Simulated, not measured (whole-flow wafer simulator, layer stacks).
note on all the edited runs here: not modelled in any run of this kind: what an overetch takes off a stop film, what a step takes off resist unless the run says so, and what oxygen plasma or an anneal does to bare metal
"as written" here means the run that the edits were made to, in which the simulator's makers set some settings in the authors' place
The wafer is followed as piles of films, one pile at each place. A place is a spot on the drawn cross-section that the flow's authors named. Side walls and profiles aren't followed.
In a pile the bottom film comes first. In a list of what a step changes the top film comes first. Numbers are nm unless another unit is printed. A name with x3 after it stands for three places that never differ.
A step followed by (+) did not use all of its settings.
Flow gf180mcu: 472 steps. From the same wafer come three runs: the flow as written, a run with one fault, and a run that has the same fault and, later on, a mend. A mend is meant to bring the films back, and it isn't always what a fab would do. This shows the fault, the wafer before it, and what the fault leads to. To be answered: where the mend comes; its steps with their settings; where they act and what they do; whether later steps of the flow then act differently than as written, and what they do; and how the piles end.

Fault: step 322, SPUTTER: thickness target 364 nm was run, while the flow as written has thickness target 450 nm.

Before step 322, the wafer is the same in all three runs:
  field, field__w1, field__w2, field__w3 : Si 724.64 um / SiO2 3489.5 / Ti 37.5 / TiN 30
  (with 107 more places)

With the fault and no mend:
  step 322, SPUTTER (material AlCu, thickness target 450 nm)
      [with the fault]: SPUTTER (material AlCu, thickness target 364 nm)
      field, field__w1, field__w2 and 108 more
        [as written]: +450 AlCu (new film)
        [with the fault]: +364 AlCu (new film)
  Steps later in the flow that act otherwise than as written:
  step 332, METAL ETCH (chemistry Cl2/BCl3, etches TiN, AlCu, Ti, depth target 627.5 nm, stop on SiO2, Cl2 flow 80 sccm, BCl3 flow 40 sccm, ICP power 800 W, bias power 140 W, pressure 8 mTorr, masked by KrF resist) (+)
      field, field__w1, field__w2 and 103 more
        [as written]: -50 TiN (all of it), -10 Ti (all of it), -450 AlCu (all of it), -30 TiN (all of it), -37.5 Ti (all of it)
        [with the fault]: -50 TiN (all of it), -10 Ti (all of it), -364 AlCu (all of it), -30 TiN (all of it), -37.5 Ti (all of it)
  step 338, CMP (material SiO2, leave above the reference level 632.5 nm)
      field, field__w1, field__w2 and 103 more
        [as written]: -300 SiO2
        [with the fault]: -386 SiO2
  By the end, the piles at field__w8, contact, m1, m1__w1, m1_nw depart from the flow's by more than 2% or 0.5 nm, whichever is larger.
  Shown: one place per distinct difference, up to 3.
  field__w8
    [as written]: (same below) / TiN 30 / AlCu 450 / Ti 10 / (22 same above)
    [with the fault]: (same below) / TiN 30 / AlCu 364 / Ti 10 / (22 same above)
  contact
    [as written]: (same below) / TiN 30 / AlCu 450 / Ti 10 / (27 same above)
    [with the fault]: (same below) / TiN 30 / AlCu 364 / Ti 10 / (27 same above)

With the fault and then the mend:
  The mend stands after step 322.
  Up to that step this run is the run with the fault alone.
  step 322a, SPUTTER (material AlCu, thickness target 86 nm) (a further turn of the flow's step 322, with different settings)
      field, field__w1, field__w2 and 108 more
        +86 AlCu
  Every later step of the flow that is run acts as written at every place that is followed.
  By the end, the piles equal the flow's at every place that both follow.
